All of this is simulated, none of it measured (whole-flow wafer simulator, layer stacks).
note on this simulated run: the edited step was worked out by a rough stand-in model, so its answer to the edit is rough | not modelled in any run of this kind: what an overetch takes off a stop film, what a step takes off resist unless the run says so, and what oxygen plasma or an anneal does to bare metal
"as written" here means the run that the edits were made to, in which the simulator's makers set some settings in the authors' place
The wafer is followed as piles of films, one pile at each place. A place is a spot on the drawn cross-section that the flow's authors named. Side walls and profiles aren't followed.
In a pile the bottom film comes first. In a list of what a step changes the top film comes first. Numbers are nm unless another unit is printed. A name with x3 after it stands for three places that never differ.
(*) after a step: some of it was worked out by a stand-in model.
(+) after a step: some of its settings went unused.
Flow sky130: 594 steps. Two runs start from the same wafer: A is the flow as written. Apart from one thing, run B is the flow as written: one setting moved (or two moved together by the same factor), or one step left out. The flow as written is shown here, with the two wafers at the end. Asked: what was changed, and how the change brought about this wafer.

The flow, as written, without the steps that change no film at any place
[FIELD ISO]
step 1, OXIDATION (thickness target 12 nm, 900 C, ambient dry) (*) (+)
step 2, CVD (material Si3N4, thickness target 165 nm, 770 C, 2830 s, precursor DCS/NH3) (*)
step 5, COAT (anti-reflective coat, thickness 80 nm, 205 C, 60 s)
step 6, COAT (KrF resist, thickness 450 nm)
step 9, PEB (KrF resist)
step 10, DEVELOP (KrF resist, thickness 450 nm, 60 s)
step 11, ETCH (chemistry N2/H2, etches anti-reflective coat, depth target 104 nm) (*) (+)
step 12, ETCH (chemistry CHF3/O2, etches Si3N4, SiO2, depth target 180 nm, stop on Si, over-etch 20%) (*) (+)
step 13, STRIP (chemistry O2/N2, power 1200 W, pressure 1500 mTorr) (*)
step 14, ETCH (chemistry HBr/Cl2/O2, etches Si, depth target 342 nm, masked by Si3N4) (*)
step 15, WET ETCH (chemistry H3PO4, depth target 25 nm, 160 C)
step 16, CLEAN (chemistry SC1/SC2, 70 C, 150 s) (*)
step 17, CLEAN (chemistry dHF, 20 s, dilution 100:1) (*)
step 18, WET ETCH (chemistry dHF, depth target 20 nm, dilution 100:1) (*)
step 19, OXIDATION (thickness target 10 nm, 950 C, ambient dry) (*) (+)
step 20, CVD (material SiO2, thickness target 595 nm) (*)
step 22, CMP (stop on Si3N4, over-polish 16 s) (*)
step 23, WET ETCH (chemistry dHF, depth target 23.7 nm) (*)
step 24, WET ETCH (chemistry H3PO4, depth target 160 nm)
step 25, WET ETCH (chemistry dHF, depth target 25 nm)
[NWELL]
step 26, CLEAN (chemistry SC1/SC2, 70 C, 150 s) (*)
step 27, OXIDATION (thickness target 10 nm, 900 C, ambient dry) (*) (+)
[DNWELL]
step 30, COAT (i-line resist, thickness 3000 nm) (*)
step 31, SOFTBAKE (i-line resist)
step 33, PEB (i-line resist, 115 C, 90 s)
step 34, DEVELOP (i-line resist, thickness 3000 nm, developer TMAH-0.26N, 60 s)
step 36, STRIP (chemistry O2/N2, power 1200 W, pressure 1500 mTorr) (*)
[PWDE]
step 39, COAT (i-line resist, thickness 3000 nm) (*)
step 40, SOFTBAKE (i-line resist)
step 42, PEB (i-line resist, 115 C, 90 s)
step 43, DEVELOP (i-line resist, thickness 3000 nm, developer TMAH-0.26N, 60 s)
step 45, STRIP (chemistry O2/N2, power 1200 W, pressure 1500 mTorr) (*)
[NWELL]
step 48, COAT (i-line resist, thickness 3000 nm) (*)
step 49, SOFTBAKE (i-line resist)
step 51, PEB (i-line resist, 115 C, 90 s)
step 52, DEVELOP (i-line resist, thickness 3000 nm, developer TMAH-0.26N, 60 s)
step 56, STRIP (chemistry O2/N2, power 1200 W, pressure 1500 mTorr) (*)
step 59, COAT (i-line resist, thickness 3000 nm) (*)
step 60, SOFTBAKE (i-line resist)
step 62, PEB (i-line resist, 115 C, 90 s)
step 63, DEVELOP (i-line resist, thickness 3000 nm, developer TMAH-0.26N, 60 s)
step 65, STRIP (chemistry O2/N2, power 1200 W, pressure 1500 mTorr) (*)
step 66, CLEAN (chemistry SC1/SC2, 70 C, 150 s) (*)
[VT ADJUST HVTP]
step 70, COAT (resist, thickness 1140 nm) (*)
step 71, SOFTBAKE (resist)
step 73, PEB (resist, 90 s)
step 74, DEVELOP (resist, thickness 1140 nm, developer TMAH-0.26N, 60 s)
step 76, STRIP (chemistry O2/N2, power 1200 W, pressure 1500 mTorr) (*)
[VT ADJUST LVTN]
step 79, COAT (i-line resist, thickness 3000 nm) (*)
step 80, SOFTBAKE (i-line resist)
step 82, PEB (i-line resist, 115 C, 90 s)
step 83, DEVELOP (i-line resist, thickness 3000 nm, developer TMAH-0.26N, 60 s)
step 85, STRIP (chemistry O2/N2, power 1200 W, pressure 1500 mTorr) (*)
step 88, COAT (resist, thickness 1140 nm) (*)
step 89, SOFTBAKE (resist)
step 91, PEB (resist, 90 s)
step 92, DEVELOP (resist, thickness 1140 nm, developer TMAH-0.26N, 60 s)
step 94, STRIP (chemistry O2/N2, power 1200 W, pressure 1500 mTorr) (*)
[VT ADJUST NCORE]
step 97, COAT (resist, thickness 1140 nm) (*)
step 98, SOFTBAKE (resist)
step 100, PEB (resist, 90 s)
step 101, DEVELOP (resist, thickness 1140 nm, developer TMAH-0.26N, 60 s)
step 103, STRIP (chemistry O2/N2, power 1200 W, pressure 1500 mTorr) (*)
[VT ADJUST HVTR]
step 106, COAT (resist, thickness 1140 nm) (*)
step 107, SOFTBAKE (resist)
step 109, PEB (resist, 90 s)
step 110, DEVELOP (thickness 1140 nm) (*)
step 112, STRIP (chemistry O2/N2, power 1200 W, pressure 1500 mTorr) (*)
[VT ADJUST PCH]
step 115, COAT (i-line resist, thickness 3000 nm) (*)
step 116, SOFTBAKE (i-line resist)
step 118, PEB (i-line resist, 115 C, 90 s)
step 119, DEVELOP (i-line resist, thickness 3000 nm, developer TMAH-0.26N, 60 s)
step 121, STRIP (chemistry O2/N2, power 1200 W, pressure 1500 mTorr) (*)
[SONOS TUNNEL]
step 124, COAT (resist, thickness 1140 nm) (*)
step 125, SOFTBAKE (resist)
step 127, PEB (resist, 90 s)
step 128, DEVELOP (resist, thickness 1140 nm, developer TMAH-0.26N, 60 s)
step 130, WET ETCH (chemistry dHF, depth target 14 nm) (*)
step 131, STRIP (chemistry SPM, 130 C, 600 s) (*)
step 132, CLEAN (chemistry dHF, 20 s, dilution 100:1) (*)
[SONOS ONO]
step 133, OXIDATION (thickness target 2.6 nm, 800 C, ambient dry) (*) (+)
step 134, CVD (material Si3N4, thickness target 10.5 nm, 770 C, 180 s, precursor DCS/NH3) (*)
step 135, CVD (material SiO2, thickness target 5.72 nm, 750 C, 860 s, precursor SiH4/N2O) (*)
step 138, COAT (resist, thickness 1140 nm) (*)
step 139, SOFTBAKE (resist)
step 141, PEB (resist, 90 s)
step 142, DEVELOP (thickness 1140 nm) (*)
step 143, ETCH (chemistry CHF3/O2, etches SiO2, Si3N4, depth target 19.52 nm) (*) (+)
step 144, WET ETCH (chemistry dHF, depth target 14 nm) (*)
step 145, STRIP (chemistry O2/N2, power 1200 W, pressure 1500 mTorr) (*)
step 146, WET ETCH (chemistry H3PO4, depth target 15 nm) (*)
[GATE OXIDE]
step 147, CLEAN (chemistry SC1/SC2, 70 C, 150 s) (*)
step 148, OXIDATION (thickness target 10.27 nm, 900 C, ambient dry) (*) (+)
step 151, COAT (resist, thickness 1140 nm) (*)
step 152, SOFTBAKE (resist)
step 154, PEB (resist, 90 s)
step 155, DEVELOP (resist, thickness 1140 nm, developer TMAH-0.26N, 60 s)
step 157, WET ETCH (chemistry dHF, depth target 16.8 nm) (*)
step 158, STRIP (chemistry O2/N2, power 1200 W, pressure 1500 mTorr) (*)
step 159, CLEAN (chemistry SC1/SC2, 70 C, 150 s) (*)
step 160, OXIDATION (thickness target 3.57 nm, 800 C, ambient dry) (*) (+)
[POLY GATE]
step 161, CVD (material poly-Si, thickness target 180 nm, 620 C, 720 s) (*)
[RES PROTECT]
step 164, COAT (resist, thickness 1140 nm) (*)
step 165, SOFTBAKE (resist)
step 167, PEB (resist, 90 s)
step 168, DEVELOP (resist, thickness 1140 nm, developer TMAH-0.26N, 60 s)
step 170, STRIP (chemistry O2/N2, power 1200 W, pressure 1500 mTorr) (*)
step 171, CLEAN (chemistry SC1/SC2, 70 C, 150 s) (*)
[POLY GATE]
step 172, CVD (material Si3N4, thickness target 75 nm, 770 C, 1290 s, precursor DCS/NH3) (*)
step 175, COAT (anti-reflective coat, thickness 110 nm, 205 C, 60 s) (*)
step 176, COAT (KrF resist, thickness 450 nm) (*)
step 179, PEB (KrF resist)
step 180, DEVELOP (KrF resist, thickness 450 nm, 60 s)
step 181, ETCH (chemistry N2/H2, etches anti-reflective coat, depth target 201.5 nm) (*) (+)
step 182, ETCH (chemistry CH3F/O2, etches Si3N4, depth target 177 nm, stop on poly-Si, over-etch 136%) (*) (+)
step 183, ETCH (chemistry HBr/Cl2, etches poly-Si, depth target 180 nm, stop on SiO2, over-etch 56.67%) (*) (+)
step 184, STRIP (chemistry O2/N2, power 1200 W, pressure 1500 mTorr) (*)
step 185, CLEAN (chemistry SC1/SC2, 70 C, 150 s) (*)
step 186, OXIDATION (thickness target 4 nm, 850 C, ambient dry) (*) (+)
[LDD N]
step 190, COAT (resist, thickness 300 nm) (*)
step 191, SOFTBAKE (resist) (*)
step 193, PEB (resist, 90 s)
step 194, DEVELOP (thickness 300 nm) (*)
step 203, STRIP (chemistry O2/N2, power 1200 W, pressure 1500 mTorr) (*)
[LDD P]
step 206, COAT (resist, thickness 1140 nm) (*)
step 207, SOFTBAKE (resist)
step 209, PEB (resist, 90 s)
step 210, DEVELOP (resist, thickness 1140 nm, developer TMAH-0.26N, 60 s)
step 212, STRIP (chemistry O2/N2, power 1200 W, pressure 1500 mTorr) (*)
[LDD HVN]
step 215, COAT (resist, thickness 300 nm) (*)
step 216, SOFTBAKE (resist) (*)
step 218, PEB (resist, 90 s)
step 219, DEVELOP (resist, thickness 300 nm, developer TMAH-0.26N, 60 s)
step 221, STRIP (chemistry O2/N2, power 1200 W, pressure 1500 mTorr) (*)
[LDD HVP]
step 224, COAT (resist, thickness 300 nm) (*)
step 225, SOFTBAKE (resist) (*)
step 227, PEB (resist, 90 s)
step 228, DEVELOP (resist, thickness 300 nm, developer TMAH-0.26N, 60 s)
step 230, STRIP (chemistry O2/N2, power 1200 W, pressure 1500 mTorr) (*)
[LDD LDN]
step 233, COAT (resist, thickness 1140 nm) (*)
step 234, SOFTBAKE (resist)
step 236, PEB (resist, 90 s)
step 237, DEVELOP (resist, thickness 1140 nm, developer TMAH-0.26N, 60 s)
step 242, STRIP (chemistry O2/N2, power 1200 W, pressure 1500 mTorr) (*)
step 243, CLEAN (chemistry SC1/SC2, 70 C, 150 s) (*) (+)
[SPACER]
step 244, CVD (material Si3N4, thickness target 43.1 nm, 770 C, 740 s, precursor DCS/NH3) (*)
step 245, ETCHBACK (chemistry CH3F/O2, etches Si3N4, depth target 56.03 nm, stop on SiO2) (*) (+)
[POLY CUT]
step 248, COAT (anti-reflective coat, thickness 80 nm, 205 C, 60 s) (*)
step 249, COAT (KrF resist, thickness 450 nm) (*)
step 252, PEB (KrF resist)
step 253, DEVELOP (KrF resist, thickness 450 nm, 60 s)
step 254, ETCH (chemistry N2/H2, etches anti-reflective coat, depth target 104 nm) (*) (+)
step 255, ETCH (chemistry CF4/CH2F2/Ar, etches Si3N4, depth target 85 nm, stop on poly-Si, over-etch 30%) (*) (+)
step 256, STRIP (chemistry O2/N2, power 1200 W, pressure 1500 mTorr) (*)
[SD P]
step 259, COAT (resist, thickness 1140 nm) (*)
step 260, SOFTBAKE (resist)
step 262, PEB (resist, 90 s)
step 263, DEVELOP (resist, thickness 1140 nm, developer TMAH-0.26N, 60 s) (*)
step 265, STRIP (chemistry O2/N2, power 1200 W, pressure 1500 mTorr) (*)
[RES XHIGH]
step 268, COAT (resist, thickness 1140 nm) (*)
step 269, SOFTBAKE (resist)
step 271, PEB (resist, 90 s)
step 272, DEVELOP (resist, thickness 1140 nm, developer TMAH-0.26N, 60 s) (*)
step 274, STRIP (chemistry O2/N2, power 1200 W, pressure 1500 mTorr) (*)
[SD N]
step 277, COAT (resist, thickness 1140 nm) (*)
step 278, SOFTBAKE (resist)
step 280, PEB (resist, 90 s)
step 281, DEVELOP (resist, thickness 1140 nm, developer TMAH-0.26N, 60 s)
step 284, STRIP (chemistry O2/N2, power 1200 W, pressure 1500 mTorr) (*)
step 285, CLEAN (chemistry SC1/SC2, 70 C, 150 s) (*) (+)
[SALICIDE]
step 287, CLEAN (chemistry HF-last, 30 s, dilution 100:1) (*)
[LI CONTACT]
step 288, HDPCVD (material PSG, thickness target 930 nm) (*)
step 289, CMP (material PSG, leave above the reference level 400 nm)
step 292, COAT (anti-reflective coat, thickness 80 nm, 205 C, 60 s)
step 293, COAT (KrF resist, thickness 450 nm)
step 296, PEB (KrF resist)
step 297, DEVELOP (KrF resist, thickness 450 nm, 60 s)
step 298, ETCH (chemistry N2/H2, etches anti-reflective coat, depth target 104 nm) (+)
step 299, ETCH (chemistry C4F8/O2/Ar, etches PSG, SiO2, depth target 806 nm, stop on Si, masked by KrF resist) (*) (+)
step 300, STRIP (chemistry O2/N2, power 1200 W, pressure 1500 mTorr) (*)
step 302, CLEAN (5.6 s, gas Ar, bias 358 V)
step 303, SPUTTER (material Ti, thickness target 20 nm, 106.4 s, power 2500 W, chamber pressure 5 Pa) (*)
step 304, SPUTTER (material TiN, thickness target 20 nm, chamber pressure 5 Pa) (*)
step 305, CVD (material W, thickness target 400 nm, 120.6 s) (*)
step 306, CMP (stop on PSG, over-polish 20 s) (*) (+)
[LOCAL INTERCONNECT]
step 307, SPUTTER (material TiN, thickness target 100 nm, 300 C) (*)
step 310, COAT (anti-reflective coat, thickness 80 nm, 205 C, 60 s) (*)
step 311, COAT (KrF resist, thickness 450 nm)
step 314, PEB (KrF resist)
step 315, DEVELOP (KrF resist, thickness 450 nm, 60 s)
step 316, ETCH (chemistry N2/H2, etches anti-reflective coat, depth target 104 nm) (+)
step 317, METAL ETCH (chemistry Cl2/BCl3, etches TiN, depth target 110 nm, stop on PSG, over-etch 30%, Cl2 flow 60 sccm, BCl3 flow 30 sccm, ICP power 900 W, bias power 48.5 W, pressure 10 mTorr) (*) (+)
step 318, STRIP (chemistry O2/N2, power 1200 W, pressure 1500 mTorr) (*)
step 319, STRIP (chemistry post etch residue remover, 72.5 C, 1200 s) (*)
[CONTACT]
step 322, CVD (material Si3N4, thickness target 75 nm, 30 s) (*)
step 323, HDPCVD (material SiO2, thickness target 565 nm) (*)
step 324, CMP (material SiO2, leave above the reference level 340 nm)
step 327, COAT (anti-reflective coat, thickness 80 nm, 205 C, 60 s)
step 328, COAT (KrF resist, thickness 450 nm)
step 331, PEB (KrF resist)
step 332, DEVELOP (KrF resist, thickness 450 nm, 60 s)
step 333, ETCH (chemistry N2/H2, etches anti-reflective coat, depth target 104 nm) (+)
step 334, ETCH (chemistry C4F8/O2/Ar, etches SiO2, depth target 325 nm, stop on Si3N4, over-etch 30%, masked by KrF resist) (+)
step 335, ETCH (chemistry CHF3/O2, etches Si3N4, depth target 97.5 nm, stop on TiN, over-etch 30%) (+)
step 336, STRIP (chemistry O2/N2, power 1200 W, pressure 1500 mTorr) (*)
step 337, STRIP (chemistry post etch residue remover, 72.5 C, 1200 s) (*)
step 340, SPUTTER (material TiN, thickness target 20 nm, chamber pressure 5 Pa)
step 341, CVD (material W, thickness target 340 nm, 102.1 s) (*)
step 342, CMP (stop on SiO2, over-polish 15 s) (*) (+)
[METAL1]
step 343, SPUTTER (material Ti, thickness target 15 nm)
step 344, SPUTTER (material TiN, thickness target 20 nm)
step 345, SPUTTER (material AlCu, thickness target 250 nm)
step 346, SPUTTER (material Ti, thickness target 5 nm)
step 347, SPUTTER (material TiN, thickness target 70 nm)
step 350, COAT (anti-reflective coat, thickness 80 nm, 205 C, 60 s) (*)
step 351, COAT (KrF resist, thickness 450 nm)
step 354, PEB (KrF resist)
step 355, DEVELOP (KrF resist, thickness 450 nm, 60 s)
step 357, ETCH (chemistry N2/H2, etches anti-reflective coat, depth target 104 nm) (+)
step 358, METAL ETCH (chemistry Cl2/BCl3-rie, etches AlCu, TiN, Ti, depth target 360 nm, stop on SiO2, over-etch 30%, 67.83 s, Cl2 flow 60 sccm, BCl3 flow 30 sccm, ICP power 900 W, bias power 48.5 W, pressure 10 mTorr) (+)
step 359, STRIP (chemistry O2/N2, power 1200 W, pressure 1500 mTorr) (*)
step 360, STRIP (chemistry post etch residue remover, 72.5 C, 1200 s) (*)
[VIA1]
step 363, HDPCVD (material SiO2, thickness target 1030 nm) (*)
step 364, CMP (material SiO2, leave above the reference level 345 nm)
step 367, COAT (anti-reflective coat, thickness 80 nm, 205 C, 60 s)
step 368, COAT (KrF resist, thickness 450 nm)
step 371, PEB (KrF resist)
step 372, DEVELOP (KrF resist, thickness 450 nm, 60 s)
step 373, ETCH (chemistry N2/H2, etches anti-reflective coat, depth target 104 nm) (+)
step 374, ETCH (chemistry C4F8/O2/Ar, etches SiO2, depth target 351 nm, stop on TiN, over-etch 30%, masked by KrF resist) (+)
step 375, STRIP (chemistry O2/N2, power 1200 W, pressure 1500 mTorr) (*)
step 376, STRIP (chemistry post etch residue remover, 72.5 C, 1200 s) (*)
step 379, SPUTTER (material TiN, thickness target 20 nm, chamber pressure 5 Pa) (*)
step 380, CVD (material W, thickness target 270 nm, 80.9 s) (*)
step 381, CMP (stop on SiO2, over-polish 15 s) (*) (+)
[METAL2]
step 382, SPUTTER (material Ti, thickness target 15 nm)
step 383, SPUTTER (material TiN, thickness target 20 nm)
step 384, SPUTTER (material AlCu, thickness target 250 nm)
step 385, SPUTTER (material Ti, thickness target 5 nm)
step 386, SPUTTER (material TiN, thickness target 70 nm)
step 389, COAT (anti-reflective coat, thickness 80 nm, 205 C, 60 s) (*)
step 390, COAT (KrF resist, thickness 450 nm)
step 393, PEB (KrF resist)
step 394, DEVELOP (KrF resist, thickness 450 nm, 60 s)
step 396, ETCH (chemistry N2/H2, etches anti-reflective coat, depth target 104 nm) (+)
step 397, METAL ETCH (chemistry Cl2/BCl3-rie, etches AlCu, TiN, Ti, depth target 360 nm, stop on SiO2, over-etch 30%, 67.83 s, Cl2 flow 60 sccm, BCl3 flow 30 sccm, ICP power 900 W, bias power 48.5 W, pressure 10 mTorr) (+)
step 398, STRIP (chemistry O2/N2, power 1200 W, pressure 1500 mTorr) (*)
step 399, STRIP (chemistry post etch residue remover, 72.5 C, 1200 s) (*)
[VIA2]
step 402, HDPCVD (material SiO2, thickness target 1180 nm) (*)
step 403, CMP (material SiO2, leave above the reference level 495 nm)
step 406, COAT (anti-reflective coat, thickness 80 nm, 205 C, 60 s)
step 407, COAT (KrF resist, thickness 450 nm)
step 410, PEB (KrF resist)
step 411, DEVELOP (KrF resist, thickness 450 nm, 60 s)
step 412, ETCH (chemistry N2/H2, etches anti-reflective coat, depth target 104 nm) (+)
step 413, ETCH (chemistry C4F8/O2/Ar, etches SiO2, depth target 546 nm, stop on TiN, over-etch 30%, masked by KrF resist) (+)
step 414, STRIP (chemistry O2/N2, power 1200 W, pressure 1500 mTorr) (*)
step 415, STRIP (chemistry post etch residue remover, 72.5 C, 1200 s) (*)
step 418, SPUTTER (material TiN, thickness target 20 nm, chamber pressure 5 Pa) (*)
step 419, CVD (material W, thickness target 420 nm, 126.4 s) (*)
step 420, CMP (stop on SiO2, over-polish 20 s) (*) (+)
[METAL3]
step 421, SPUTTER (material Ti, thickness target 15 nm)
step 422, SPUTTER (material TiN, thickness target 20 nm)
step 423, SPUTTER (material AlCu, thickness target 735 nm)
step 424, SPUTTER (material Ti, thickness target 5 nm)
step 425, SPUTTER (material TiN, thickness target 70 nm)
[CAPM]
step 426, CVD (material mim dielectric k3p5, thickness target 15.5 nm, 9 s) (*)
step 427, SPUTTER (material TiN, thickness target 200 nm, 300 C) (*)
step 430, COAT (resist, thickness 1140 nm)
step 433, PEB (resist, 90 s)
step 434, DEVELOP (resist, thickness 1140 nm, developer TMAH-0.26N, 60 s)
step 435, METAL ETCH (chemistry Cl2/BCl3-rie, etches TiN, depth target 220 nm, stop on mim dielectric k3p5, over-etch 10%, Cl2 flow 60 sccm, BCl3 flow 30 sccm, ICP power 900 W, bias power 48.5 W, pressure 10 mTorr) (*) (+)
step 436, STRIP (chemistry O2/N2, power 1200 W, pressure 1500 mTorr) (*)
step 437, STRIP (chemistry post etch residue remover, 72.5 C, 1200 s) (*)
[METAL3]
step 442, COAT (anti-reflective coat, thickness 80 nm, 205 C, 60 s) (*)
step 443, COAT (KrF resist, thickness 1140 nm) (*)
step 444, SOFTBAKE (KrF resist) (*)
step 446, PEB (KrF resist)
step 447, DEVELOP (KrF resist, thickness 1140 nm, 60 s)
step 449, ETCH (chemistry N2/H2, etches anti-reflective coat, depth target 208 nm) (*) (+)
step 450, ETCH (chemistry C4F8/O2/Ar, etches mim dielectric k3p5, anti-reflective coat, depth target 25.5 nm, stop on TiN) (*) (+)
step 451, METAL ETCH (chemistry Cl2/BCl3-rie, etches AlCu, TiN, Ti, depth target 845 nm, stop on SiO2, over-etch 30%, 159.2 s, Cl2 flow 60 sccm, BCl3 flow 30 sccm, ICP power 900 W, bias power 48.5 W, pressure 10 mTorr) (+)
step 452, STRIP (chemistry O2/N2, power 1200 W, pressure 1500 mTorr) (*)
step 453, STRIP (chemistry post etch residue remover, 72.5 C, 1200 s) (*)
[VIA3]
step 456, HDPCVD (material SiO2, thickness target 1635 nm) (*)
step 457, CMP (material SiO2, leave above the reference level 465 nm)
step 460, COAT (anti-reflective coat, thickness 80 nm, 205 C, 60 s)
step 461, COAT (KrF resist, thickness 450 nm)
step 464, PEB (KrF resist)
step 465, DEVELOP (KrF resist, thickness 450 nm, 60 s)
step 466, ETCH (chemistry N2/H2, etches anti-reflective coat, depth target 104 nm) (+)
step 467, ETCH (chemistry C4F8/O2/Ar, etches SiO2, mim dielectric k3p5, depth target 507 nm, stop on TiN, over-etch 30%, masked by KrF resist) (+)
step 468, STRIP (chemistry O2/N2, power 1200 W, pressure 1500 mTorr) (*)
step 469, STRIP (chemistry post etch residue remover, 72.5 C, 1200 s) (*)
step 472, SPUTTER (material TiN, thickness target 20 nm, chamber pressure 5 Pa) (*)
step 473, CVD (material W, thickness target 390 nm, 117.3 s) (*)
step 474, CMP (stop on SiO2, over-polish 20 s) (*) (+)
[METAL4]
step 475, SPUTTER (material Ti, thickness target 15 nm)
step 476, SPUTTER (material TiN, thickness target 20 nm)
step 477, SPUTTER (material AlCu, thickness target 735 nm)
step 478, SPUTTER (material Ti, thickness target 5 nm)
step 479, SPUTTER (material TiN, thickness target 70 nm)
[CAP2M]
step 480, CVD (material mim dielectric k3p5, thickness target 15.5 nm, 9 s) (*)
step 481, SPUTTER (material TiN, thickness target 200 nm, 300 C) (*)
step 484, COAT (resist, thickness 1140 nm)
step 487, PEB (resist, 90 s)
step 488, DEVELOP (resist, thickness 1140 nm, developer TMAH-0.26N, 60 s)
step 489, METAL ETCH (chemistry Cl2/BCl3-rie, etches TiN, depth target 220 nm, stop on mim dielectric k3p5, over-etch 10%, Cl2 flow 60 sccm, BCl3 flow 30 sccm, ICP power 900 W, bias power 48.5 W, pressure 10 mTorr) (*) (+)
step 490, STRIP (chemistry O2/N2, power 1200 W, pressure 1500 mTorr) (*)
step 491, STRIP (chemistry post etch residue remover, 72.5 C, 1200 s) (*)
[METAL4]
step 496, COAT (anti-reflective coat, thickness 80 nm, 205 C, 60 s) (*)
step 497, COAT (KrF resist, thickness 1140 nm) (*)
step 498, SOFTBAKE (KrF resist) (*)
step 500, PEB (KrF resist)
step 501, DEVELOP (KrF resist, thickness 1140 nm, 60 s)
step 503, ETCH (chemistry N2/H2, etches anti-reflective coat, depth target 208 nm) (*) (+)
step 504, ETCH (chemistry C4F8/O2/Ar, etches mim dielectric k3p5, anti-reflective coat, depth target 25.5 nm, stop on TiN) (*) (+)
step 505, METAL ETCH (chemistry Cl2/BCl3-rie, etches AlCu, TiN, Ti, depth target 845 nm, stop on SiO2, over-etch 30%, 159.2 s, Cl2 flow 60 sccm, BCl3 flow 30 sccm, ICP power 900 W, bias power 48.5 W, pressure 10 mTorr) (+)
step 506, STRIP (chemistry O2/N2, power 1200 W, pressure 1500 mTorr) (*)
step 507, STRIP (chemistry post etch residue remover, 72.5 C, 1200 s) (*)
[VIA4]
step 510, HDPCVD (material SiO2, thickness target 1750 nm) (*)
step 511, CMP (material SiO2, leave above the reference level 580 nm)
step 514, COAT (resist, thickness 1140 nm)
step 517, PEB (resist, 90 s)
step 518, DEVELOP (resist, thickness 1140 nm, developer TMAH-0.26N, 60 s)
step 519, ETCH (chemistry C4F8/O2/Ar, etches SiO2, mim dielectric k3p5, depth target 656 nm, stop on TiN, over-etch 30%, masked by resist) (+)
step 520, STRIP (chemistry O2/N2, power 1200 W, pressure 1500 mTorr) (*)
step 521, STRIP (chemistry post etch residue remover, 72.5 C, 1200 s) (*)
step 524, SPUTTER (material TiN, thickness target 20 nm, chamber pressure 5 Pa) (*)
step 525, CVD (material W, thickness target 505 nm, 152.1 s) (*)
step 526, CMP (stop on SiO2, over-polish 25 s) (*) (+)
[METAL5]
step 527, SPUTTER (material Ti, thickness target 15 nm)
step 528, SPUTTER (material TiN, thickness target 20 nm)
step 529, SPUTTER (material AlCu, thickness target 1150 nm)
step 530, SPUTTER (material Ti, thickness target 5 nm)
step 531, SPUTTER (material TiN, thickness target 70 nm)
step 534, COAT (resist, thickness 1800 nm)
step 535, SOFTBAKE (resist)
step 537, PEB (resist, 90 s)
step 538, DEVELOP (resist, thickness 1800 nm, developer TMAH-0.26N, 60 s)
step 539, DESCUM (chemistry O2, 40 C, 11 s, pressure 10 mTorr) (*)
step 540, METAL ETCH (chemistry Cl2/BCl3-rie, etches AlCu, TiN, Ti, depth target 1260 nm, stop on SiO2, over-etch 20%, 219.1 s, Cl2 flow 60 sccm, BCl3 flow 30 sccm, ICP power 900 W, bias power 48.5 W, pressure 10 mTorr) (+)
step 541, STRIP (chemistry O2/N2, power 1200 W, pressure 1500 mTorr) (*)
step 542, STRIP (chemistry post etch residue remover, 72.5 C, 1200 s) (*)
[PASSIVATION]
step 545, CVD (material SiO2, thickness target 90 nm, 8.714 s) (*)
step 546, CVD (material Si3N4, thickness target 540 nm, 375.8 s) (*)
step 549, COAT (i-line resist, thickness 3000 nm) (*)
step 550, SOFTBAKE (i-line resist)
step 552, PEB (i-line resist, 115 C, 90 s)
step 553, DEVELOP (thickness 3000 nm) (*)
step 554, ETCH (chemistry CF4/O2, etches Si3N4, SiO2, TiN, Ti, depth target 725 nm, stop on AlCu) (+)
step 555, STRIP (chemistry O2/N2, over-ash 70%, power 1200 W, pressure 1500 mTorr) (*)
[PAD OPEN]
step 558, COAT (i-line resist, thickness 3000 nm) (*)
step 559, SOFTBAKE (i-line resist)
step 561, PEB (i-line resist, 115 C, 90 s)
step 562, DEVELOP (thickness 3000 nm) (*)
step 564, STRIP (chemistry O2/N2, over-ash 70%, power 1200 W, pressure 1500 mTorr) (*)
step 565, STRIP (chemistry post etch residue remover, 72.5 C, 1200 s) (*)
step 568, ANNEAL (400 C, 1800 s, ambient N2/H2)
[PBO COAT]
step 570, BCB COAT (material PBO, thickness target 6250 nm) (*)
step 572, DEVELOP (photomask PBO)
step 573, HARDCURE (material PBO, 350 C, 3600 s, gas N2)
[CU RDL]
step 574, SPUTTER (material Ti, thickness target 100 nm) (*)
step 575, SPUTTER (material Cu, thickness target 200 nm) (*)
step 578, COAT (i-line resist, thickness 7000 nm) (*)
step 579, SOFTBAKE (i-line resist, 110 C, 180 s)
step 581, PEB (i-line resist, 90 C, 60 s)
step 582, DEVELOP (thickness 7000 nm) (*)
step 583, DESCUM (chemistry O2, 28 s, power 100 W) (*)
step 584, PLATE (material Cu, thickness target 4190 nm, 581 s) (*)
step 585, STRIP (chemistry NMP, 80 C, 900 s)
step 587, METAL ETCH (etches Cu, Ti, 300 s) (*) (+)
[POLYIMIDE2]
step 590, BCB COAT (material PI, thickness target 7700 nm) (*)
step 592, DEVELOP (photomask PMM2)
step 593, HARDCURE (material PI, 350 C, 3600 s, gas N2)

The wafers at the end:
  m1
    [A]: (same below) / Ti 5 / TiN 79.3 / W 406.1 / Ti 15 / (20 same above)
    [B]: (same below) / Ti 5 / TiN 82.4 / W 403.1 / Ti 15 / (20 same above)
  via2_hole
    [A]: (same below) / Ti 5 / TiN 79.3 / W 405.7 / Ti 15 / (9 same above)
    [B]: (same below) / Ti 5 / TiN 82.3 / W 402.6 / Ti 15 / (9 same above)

Cause: step 418, SPUTTER: thickness target 26 nm was run, though the flow has thickness target 20 nm.

How this came from the change, step by step:
  step 418, SPUTTER (material TiN, thickness target 20 nm, chamber pressure 5 Pa) (*)
      field, active, n_well and 186 more: A +20 TiN (new film) | B +26 TiN (new film)
      m1, via2_hole: A +10.2 TiN | B +13.2 TiN
  step 420, CMP (stop on SiO2, over-polish 20 s) (*) (+)
      field, active, n_well and 186 more: A -420 W (all of it), -20 TiN (all of it), -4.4 SiO2 | B -420 W (all of it), -26 TiN (all of it), -4.4 SiO2
